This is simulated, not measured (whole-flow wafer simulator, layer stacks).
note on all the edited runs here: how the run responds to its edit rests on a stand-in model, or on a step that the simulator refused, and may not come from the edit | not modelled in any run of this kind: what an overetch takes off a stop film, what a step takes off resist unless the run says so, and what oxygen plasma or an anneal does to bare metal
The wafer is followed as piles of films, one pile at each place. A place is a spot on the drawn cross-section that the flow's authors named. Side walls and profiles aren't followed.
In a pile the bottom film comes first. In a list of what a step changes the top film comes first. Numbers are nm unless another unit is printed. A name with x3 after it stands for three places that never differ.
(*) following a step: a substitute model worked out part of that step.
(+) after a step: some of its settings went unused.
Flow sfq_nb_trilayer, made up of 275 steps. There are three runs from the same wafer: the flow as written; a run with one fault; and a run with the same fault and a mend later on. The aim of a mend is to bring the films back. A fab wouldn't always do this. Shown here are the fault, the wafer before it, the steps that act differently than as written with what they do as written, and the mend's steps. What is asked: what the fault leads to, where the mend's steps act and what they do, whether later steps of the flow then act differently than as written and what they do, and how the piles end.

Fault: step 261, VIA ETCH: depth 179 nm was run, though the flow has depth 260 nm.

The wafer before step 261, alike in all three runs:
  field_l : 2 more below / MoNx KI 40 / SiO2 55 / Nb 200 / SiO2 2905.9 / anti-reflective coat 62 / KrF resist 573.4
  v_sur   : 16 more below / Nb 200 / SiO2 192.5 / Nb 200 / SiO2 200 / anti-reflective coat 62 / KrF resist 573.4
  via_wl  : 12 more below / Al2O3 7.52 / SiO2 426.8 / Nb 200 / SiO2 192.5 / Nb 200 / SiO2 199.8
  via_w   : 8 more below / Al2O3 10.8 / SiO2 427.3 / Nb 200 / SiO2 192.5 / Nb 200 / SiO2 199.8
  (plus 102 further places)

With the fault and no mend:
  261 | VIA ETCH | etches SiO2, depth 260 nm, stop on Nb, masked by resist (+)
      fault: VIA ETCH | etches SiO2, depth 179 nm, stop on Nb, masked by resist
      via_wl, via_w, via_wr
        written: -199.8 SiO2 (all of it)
        fault: -179 SiO2
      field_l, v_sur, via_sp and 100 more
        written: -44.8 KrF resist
        fault: -30.9 KrF resist
  Later steps of the flow acting differently than as written (3 other steps are not shown; they differ only slightly, by no more than 2% or 0.5 nm, whichever is larger):
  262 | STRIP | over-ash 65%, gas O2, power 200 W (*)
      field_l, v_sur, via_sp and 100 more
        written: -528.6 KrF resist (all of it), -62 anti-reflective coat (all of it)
        fault: -542.6 KrF resist (all of it), -62 anti-reflective coat (all of it)
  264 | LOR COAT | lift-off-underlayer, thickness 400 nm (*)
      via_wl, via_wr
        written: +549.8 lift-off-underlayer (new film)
        fault: +534.2 lift-off-underlayer (new film)
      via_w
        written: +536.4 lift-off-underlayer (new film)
        fault: +522.2 lift-off-underlayer (new film)
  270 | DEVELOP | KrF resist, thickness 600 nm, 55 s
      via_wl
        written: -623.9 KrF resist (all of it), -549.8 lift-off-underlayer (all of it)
        fault: -621.2 KrF resist (all of it), -534.2 lift-off-underlayer (all of it)
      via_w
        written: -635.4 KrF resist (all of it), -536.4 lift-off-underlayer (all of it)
        fault: -631.6 KrF resist (all of it), -522.2 lift-off-underlayer (all of it)
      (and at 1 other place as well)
  The piles end different from the flow's at via_wl, via_w, via_wr by more than 2% or 0.5 nm, whichever is larger.
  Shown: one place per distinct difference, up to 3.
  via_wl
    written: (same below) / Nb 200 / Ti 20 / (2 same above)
    fault: (same below) / Nb 200 / SiO2 20.8 / Ti 20 / (2 same above)

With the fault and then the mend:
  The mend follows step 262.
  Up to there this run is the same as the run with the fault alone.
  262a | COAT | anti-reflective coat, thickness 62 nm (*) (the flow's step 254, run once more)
      p4_fl x3, p4_w1 x9, p4_g1 x2 and 63 more
        +62 anti-reflective coat (new film)
      r_end, moat, field_r and 7 more
        +61.7 anti-reflective coat (new film)
      ce_r, sp_r, be_r, r_sur, res
        +61.6 anti-reflective coat (new film)
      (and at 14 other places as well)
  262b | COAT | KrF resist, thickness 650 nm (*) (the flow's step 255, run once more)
      p4_fl x3, p4_w1 x9, p4_g1 x2 and 63 more
        +650 KrF resist (new film)
      r_end, moat, field_r, lsp_l, l0_sur
        +649.3 KrF resist (new film)
      ln_m5, lsp_m, ln_m6, lsp_r
        +649.4 KrF resist (new film)
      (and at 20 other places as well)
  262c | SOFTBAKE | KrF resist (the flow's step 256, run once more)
      does not change any film at any place that is followed
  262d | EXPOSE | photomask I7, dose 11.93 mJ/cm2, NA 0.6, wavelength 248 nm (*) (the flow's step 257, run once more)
      does not change any film at any place that is followed
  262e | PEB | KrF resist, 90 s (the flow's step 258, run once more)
      sp_r, be_r, r_sur and 88 more
        -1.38 KrF resist
      v_sur, wire, be and 6 more
        -1.37 KrF resist
      via_wl, via_wr
        -1.56 KrF resist
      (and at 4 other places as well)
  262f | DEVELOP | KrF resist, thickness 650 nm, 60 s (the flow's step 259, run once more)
      field_l, v_sur, via_sp and 100 more
        -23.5 KrF resist
      via_wl
        -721 KrF resist (all of it)
      via_w
        -771.9 KrF resist (all of it)
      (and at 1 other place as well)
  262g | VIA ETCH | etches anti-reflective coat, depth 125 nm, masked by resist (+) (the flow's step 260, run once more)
      field_l, v_sur, via_sp and 100 more
        -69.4 KrF resist
      via_wl, via_wr
        -125 anti-reflective coat
      via_w
        -79.7 anti-reflective coat (all of it), -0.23 SiO2
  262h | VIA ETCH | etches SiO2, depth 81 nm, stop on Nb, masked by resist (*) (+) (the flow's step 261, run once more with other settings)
      field_l, v_sur, via_sp and 100 more
        -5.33 KrF resist
      via_wl, via_wr
        -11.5 anti-reflective coat (all of it), -20.8 SiO2 (all of it)
      via_w
        -20.6 SiO2 (all of it)
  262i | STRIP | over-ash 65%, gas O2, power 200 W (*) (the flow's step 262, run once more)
      p4_fl x3, p4_w1 x9, p4_g1 x2 and 63 more
        -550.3 KrF resist (all of it), -62 anti-reflective coat (all of it)
      field_r, lsp_l, ln_m5, lsp_m, ln_m6, lsp_r, l0_sur
        -549.7 KrF resist (all of it), -61.7 anti-reflective coat (all of it)
      r_end, moat, l0v
        -549.6 KrF resist (all of it), -61.7 anti-reflective coat (all of it)
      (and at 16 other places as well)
  Every later step of the flow that is run acts as written at every place that is followed.
  At every place that both follow, the piles at the end match the flow's.
